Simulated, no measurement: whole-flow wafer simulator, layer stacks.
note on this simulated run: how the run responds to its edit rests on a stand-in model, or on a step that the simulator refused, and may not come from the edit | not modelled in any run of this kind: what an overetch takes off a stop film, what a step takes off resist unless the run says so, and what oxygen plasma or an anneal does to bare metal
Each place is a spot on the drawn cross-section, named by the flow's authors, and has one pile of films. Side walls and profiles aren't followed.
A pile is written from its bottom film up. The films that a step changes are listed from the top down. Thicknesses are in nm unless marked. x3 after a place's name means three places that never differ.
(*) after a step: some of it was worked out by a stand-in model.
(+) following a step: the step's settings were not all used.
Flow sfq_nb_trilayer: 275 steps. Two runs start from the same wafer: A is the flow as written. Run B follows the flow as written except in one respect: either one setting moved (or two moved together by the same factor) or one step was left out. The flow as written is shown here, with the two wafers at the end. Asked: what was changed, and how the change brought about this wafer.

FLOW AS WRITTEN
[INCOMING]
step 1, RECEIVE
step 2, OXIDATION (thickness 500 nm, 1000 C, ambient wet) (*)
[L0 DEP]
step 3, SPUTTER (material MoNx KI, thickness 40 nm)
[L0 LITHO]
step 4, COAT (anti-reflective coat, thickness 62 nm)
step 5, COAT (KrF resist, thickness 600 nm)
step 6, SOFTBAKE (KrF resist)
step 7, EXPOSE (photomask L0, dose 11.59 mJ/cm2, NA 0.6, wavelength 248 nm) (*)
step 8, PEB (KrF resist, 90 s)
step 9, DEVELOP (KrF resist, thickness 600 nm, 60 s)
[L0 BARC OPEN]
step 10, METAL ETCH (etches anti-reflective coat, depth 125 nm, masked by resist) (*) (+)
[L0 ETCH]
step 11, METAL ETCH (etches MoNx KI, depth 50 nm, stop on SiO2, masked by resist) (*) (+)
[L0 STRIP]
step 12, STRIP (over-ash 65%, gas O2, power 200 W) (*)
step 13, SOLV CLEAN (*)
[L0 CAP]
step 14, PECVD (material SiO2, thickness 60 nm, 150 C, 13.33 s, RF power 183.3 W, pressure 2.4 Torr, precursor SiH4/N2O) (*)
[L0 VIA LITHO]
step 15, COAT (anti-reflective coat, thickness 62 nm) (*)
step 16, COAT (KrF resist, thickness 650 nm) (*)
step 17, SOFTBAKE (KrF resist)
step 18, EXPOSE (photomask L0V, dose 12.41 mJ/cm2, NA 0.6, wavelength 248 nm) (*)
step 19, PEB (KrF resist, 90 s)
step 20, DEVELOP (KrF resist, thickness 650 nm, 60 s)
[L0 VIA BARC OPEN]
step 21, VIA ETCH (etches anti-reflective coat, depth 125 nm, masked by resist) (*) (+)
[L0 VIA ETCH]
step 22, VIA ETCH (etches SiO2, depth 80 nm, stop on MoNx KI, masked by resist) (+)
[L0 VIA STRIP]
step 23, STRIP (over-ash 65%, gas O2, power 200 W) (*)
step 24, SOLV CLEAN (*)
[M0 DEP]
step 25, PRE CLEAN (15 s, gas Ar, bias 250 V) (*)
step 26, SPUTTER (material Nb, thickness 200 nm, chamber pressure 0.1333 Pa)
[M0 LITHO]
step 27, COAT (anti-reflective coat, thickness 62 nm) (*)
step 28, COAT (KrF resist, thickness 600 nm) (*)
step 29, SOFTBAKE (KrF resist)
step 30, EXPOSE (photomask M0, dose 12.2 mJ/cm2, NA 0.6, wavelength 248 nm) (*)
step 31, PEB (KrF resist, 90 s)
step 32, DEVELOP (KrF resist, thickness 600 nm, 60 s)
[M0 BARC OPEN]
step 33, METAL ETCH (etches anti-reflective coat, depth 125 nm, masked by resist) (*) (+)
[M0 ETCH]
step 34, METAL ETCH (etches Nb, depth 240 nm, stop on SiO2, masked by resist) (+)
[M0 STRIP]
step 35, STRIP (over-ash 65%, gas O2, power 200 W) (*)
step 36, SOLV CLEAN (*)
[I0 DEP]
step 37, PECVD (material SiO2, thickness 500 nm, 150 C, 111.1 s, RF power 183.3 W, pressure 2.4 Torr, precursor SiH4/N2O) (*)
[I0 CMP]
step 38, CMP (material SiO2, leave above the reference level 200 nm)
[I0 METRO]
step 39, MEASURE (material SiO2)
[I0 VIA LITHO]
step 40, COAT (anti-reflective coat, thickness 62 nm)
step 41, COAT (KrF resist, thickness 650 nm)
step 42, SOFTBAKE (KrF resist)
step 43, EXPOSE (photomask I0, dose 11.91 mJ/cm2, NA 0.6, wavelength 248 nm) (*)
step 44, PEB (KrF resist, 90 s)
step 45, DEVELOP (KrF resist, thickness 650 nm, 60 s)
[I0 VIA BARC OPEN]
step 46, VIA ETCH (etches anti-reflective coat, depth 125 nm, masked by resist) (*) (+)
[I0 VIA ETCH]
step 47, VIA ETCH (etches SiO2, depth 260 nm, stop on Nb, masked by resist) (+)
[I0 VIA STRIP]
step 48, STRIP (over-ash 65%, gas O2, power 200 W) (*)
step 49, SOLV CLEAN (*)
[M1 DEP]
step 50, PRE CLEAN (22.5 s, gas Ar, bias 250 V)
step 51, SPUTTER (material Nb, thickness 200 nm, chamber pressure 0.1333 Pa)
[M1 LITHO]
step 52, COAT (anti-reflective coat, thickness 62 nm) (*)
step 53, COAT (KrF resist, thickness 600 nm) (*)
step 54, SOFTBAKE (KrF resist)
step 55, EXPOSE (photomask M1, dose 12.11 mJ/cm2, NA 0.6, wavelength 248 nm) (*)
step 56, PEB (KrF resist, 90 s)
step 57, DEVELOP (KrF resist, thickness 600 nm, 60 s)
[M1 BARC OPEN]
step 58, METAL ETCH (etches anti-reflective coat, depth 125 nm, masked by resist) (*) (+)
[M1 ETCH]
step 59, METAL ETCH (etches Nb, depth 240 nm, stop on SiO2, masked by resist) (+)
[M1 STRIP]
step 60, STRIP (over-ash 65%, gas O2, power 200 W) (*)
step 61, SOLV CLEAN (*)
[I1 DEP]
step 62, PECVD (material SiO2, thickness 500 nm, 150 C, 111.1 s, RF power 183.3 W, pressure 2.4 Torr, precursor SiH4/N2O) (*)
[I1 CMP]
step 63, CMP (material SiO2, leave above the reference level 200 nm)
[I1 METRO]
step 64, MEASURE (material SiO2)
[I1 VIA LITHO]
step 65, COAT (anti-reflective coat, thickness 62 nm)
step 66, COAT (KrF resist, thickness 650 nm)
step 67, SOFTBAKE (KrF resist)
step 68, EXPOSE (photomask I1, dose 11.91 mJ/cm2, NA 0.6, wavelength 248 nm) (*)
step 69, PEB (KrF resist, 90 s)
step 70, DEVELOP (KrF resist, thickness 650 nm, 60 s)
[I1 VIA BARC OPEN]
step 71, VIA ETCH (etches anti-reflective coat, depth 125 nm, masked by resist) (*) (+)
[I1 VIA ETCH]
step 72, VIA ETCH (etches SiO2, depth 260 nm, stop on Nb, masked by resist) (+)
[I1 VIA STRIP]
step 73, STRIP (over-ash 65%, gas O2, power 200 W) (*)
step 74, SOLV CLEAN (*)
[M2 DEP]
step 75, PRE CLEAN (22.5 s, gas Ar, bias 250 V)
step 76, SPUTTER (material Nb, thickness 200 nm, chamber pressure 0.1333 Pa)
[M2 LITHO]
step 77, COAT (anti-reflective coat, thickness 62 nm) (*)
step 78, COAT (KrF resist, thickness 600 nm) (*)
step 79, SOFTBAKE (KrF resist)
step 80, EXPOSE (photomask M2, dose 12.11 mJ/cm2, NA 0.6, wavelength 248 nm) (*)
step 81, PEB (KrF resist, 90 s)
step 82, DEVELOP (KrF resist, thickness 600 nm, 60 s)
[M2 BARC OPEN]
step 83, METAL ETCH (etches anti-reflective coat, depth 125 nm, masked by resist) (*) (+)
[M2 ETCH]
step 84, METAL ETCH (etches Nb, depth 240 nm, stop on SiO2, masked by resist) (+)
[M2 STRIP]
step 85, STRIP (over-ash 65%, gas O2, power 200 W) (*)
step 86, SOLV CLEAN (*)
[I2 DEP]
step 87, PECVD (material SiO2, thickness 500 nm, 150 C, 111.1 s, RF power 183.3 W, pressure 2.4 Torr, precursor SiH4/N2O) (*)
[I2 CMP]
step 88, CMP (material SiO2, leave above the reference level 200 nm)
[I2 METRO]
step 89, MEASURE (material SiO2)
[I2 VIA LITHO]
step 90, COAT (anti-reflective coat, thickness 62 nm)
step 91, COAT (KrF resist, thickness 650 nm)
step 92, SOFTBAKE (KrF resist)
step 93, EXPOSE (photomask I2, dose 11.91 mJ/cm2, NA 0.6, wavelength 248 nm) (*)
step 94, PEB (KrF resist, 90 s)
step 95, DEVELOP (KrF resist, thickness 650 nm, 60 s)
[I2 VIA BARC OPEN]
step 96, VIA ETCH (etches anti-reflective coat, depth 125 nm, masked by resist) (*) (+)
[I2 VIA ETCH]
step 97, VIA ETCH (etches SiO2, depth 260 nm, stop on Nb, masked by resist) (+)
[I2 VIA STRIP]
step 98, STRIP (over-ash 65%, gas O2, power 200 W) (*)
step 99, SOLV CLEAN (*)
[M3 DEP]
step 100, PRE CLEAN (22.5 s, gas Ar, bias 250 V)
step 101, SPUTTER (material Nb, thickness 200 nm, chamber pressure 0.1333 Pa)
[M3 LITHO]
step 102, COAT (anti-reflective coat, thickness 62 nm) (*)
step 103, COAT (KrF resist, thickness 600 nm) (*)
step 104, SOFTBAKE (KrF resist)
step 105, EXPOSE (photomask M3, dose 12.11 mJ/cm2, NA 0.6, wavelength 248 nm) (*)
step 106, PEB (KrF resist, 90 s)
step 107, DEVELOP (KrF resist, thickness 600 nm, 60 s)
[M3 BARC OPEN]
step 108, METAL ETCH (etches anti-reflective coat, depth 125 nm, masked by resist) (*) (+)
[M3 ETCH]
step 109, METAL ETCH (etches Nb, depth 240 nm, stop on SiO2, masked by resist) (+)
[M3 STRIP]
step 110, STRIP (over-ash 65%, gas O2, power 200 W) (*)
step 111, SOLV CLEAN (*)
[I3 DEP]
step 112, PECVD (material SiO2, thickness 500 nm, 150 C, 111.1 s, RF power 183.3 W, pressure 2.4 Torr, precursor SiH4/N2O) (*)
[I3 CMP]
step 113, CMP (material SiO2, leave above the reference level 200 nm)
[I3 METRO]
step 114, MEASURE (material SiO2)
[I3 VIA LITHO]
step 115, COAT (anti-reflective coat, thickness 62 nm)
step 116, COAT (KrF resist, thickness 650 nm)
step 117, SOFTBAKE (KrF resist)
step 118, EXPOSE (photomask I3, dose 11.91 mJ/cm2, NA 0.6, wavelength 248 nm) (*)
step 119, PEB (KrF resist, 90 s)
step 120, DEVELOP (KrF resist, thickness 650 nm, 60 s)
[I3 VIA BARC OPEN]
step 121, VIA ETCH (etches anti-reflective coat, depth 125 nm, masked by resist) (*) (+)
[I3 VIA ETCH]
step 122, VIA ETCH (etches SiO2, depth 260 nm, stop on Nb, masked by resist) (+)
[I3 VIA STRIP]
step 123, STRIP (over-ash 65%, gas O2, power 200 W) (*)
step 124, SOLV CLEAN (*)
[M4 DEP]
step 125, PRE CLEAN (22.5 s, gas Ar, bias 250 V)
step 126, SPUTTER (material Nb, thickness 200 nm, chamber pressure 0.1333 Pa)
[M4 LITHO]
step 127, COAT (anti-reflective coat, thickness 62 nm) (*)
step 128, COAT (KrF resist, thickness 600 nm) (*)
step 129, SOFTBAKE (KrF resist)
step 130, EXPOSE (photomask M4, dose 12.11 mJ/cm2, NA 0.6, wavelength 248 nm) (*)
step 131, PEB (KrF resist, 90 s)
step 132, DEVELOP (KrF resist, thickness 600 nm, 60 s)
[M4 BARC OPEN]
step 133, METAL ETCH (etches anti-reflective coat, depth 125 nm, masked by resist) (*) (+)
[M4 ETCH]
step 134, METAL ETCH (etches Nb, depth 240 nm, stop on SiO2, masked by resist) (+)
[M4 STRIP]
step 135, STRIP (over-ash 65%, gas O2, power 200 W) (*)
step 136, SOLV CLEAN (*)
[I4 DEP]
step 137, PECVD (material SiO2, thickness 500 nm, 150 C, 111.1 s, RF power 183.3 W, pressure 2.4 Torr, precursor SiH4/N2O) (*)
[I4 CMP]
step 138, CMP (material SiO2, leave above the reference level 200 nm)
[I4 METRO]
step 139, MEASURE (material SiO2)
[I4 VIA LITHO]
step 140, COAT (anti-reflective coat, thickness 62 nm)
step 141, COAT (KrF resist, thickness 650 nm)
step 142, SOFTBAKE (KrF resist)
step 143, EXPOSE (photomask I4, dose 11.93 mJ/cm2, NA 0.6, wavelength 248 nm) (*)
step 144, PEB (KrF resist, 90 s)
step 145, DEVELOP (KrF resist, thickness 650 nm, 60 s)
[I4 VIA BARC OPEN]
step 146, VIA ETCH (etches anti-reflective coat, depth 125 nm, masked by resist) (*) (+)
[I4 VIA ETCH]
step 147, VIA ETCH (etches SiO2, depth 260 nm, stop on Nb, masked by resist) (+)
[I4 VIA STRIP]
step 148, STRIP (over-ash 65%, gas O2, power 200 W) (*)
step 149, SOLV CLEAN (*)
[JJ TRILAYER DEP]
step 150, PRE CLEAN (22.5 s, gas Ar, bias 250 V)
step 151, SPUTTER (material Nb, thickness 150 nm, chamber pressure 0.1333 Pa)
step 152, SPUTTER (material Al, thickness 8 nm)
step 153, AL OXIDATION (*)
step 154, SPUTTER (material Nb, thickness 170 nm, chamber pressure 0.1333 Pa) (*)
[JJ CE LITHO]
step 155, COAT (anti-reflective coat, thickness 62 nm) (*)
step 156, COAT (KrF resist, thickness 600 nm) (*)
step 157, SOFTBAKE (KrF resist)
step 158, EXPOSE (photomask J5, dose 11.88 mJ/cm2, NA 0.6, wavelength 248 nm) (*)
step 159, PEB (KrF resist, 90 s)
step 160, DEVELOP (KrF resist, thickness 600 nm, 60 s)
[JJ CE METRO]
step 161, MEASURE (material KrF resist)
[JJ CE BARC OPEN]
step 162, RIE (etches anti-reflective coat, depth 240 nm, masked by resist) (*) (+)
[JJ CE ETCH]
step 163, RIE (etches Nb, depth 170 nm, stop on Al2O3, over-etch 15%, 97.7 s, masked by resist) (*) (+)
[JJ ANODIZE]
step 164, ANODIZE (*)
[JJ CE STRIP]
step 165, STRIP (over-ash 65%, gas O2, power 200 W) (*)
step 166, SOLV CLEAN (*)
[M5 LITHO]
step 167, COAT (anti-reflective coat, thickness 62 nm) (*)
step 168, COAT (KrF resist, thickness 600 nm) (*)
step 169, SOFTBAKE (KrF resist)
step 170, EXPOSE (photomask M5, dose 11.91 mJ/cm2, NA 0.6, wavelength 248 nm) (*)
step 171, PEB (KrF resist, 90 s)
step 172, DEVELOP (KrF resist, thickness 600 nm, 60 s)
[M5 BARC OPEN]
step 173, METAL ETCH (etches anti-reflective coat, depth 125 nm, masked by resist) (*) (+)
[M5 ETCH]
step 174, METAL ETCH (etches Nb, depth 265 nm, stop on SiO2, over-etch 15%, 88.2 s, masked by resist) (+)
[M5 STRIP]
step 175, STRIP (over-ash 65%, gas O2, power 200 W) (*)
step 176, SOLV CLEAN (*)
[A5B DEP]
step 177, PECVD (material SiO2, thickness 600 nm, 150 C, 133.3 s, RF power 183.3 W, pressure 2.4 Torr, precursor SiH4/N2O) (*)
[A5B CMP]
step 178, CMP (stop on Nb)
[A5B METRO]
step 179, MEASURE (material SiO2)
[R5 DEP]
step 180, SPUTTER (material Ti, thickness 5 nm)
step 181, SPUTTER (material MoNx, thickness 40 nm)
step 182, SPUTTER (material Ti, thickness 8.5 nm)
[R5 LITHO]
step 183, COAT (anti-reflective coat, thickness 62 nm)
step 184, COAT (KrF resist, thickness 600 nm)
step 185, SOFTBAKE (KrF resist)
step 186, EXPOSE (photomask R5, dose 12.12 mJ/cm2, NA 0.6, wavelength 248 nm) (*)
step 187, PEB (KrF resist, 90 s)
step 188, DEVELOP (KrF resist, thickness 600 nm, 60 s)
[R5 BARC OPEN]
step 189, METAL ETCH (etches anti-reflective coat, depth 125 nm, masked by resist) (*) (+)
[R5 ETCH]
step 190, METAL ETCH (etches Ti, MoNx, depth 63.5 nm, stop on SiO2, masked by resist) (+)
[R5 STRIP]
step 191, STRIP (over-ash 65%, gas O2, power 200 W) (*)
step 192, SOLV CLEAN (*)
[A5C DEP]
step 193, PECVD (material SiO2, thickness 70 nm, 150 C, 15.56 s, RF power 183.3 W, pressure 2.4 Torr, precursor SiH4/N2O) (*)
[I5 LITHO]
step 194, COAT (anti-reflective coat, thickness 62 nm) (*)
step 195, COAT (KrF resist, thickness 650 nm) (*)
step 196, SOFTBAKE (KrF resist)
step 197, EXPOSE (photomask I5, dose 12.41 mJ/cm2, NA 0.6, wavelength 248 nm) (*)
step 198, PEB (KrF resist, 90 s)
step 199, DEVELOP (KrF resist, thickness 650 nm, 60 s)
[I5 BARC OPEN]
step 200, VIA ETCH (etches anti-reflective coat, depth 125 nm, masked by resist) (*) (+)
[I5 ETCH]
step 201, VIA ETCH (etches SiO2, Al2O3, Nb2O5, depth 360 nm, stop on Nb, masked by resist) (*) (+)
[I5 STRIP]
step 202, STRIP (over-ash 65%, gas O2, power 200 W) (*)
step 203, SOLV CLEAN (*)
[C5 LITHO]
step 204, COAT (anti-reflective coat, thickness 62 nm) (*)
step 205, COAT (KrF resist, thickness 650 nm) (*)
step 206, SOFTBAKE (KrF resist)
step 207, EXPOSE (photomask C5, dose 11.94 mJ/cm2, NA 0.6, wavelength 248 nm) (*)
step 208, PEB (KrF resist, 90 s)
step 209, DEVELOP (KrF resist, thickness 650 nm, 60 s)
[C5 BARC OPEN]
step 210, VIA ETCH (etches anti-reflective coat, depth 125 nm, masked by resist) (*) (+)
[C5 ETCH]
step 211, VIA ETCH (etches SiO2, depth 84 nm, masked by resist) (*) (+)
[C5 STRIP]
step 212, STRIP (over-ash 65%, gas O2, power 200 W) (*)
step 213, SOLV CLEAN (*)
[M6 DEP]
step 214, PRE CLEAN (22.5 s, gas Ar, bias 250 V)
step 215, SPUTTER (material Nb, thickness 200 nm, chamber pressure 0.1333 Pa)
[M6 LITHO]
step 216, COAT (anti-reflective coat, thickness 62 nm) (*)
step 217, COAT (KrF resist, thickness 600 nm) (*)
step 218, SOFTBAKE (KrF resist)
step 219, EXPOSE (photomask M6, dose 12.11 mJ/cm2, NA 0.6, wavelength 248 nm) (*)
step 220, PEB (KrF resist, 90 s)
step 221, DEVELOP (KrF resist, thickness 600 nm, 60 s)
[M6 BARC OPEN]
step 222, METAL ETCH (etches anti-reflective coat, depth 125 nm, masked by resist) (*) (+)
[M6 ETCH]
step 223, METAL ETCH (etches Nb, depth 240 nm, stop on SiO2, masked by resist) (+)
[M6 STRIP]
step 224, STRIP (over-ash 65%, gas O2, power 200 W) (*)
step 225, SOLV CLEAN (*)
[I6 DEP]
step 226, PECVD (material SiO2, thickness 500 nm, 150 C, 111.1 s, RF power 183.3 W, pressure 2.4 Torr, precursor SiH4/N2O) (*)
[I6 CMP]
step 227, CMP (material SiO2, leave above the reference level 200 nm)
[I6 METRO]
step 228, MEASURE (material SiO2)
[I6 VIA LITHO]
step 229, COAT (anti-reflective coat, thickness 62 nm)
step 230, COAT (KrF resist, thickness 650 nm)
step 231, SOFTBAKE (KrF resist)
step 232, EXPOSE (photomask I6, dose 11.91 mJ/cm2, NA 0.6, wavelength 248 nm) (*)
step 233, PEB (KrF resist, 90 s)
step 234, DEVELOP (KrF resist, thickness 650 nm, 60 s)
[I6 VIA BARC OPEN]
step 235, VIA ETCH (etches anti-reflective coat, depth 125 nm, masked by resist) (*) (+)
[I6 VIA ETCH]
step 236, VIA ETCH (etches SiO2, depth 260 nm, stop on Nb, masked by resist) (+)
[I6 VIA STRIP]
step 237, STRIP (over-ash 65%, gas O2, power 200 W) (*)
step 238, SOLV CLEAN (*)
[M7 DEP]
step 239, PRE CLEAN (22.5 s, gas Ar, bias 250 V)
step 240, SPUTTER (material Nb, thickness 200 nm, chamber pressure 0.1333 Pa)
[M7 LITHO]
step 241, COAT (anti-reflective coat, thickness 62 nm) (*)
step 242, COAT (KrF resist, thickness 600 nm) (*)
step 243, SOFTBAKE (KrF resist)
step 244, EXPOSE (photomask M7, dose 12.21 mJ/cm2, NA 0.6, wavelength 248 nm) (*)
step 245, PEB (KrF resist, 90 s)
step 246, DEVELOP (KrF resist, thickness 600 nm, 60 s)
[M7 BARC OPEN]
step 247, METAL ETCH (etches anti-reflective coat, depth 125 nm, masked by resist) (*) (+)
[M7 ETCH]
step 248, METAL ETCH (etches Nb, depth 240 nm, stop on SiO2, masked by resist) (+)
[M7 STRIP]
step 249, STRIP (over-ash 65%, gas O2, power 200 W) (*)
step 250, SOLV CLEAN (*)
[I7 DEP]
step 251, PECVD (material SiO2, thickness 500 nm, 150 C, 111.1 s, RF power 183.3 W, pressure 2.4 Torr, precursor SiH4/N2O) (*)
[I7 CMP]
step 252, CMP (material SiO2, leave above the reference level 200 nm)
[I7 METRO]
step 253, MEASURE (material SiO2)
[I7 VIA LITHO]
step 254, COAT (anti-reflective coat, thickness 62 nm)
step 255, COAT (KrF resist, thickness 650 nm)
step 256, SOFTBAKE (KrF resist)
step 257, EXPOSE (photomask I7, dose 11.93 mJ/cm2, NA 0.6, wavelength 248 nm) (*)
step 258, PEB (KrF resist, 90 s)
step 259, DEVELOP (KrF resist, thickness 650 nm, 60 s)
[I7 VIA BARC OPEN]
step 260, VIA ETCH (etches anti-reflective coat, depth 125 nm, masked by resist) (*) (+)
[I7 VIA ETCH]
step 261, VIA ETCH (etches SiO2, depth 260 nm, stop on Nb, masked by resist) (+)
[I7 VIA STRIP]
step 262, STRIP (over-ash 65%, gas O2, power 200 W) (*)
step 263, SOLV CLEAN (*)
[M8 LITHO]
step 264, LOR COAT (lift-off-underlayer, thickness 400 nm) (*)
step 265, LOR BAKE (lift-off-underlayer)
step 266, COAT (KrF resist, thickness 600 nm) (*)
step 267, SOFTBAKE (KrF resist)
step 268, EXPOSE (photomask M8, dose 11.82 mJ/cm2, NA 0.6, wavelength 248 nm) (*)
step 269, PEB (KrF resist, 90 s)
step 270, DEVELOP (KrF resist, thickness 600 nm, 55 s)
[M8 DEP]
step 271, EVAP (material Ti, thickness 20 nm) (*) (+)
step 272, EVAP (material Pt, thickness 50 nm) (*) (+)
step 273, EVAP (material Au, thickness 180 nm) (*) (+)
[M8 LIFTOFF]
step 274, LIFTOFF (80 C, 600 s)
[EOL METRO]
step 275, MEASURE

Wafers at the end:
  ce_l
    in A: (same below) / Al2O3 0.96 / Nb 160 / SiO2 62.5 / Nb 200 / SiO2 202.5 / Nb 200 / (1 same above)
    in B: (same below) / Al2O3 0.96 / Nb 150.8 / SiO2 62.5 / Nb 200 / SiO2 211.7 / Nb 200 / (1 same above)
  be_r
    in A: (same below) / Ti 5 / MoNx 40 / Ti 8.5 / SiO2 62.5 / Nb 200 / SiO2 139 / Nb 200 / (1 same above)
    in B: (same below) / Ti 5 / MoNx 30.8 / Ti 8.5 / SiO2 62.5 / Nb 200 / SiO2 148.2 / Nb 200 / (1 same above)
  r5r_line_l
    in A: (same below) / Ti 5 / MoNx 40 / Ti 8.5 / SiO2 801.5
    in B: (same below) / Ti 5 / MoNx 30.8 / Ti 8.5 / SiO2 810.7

The reason: step 181, SPUTTER: thickness 30.8 nm was run, while the flow as written has thickness 40 nm.
One can read it off the wafer: be_r has MoNx 30.8, and step 181 as written asks for 40 nm.

The path from the change to this, step by step:
  step 181, SPUTTER (material MoNx, thickness 40 nm)
      field_l, v_sur, via_wl and 103 more: A +40 MoNx (new film) | B +30.8 MoNx (new film)
  step 190, METAL ETCH (etches Ti, MoNx, depth 63.5 nm, stop on SiO2, masked by resist) (+)
      field_l, v_sur, via_wl and 92 more: A -8.5 Ti (all of it), -40 MoNx (all of it), -5 Ti (all of it) | B -8.5 Ti (all of it), -30.8 MoNx (all of it), -5 Ti (all of it)
      ce_l, c5j, ce_r, wl_jj: A -8.5 Ti (all of it), -40 MoNx (all of it), -5 Ti (all of it), -10 Nb | B -8.5 Ti (all of it), -30.8 MoNx (all of it), -5 Ti (all of it), -19.2 Nb
  step 194, COAT (anti-reflective coat, thickness 62 nm) (*)
      wl_j_sl, wl_j_sr: A +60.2 anti-reflective coat (new film) | B +58.5 anti-reflective coat (new film)
      r5r_spacepad_l, r5r_spacepad_r: A +84.4 anti-reflective coat (new film) | B +80.4 anti-reflective coat (new film)
      (also at 12 further places)
  step 202, STRIP (over-ash 65%, gas O2, power 200 W) (*)
      wl_j_sl, wl_j_sr: A -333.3 KrF resist (all of it), -60.2 anti-reflective coat (all of it) | B -333.5 KrF resist (all of it), -58.5 anti-reflective coat (all of it)
      r5r_spacepad_l, r5r_spacepad_r: A -335.6 KrF resist (all of it), -84.4 anti-reflective coat (all of it) | B -335.3 KrF resist (all of it), -80.4 anti-reflective coat (all of it)
      (also at 12 further places)
  step 204, COAT (anti-reflective coat, thickness 62 nm) (*)
      wl_j_sl, wl_j_sr: A +60.2 anti-reflective coat (new film) | B +58.5 anti-reflective coat (new film)
      r5r_spacepad_l, r5r_spacepad_r: A +84.4 anti-reflective coat (new film) | B +80.4 anti-reflective coat (new film)
      (also at 12 further places)
  step 210, VIA ETCH (etches anti-reflective coat, depth 125 nm, masked by resist) (*) (+)
      c5j: A -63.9 anti-reflective coat (all of it), -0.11 SiO2 | B -66.5 anti-reflective coat (all of it), -0.1 SiO2
  step 212, STRIP (over-ash 65%, gas O2, power 200 W) (*)
      wl_j_sl, wl_j_sr: A -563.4 KrF resist (all of it), -60.2 anti-reflective coat (all of it) | B -562.9 KrF resist (all of it), -58.5 anti-reflective coat (all of it)
      r5r_spacepad_l, r5r_spacepad_r: A -565.8 KrF resist (all of it), -84.4 anti-reflective coat (all of it) | B -564.7 KrF resist (all of it), -80.4 anti-reflective coat (all of it)
      (also at 11 further places)
  step 216, COAT (anti-reflective coat, thickness 62 nm) (*)
      r5r_line_l, r5r_line_c, r5r_line_r: A +50 anti-reflective coat (new film) | B +51.5 anti-reflective coat (new film)
      wl_j_sl, wl_j_sr: A +60.2 anti-reflective coat (new film) | B +58.6 anti-reflective coat (new film)
      (also at 11 further places)
  step 222, METAL ETCH (etches anti-reflective coat, depth 125 nm, masked by resist) (*) (+)
      r5r_line_l, r5r_line_c, r5r_line_r: A -50 anti-reflective coat (all of it) | B -51.5 anti-reflective coat (all of it)
      r5r_spacepad_l, r5r_spacepad_r: A -85.7 anti-reflective coat (all of it) | B -81.3 anti-reflective coat (all of it)
      (also at 1 further place)
  step 224, STRIP (over-ash 65%, gas O2, power 200 W) (*)
      wl_j_sl, wl_j_sr: A -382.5 KrF resist (all of it), -60.2 anti-reflective coat (all of it) | B -382.6 KrF resist (all of it), -58.6 anti-reflective coat (all of it)
      jj_sur: A -378.5 KrF resist (all of it), -56.1 anti-reflective coat (all of it) | B -378 KrF resist (all of it), -54.4 anti-reflective coat (all of it)
      (also at 7 further places)
  step 226, PECVD (material SiO2, thickness 500 nm, 150 C, 111.1 s, RF power 183.3 W, pressure 2.4 Torr, precursor SiH4/N2O) (*)
      r5r_spacepad_l, r5r_spacepad_r: A +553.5 SiO2 | B +541.8 SiO2
  step 227, CMP (material SiO2, leave above the reference level 200 nm)
      ce_l, ce_r, wl_jj: A -290 SiO2 | B -280.8 SiO2
      be_r, r_sur, r_end: A -353.5 SiO2 | B -344.3 SiO2
      (also at 7 further places)
